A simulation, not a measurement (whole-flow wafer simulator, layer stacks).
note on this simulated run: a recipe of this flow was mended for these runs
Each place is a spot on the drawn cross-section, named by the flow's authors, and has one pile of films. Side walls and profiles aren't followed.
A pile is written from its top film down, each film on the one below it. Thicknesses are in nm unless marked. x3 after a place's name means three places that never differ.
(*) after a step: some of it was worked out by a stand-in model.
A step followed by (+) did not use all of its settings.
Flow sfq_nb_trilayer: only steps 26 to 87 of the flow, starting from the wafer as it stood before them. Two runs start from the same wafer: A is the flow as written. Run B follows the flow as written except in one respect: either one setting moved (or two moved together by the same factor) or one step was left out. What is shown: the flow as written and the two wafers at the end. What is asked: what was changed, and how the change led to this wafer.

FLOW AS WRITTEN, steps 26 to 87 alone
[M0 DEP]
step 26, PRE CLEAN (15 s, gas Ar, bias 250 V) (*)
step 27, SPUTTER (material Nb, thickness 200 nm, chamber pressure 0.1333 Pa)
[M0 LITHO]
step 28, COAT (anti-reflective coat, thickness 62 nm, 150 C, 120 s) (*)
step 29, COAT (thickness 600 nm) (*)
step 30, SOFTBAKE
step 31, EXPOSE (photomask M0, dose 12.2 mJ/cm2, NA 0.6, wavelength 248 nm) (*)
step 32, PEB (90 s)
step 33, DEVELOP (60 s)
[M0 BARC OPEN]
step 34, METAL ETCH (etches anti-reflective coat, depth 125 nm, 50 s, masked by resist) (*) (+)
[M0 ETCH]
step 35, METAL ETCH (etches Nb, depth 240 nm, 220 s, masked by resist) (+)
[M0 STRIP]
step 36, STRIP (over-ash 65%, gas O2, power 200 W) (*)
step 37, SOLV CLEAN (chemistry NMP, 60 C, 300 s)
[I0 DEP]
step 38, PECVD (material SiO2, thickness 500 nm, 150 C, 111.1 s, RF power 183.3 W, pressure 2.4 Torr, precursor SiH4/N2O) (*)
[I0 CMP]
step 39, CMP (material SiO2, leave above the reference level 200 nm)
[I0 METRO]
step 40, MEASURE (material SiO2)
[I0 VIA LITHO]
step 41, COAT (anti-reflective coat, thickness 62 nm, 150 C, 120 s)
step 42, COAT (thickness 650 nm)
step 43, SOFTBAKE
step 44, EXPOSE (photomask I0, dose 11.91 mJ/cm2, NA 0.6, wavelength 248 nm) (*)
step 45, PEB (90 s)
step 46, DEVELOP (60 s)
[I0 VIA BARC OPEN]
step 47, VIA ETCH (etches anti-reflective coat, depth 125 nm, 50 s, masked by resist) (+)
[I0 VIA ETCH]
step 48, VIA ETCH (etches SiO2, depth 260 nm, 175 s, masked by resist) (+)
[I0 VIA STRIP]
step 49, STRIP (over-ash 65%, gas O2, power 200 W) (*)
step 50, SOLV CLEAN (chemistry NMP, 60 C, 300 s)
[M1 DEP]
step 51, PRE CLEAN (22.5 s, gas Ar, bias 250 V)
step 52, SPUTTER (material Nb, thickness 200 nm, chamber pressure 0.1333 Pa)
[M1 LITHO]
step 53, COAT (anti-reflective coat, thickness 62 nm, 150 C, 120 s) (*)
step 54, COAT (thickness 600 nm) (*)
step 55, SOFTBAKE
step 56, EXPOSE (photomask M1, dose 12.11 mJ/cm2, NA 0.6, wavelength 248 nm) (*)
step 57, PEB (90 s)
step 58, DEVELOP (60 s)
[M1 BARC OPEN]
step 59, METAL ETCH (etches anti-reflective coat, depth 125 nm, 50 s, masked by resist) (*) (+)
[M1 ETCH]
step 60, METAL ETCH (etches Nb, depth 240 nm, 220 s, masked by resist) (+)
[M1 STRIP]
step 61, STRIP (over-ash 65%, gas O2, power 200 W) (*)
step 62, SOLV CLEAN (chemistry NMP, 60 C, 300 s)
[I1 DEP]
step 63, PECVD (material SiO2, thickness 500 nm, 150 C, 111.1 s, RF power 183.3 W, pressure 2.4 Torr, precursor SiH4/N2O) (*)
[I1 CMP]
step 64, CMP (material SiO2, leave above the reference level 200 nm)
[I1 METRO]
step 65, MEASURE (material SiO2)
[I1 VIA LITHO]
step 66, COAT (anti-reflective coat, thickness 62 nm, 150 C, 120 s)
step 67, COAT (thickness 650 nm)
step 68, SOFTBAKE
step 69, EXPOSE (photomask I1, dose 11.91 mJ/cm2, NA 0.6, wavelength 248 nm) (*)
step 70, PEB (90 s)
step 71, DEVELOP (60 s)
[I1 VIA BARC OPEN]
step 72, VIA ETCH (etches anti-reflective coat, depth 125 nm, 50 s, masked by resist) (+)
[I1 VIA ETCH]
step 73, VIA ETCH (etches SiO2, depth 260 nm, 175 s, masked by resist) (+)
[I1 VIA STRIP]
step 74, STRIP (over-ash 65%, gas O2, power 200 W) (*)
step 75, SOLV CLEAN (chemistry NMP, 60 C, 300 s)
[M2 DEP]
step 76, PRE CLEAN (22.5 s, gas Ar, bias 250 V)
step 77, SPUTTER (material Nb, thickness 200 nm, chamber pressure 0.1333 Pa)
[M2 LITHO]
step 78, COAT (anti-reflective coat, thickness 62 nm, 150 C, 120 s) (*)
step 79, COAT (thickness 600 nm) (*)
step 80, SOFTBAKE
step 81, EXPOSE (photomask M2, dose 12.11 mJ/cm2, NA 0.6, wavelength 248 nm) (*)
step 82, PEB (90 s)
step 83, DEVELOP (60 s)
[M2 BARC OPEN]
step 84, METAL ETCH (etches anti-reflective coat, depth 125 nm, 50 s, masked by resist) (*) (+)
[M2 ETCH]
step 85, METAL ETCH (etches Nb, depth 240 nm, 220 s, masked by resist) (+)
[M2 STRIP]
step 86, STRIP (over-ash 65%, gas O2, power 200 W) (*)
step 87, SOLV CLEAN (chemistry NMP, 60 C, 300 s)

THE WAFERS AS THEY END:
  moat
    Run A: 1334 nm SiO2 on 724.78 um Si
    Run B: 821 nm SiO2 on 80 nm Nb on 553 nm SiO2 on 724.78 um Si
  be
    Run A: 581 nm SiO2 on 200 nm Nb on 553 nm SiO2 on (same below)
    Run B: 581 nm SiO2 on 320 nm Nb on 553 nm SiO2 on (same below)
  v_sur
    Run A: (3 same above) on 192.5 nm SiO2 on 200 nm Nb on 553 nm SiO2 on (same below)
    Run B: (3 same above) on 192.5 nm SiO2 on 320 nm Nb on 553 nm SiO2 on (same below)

Cause: step 27, SPUTTER: thickness 320 nm was run, while the flow as written has thickness 200 nm.
The wafer lets one read it off: be has Nb 320, and step 27 as written asks for 200 nm.

The path from the change to this, step by step:
  step 27, SPUTTER (material Nb, thickness 200 nm, chamber pressure 0.1333 Pa)
      field_l, v_sur, via_wl and 102 more: A +200 Nb (new film) | B +320 Nb (new film)
      l0v: A +195.4 Nb (new film) | B +315.8 Nb (new film)
  step 28, COAT (anti-reflective coat, thickness 62 nm, 150 C, 120 s) (*)
      l0_sur: A +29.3 anti-reflective coat (new film) | B +30.5 anti-reflective coat (new film)
  step 35, METAL ETCH (etches Nb, depth 240 nm, 220 s, masked by resist) (+)
      moat, m0r_space_l x2: A -200 Nb (all of it), -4 SiO2 | B -240 Nb
  step 36, STRIP (over-ash 65%, gas O2, power 200 W) (*)
      l0_sur: A -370 KrF-resist-other-grade (all of it), -29.3 anti-reflective coat (all of it) | B -369.4 KrF-resist-other-grade (all of it), -30.5 anti-reflective coat (all of it)
  step 38, PECVD (material SiO2, thickness 500 nm, 150 C, 111.1 s, RF power 183.3 W, pressure 2.4 Torr, precursor SiH4/N2O) (*)
      moat, m0r_space_l x2: A +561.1 SiO2 | B +597.1 SiO2 (new film)
If metal films that touch count as one body, moat has 1 body; the flow as written gives 0 bodies.
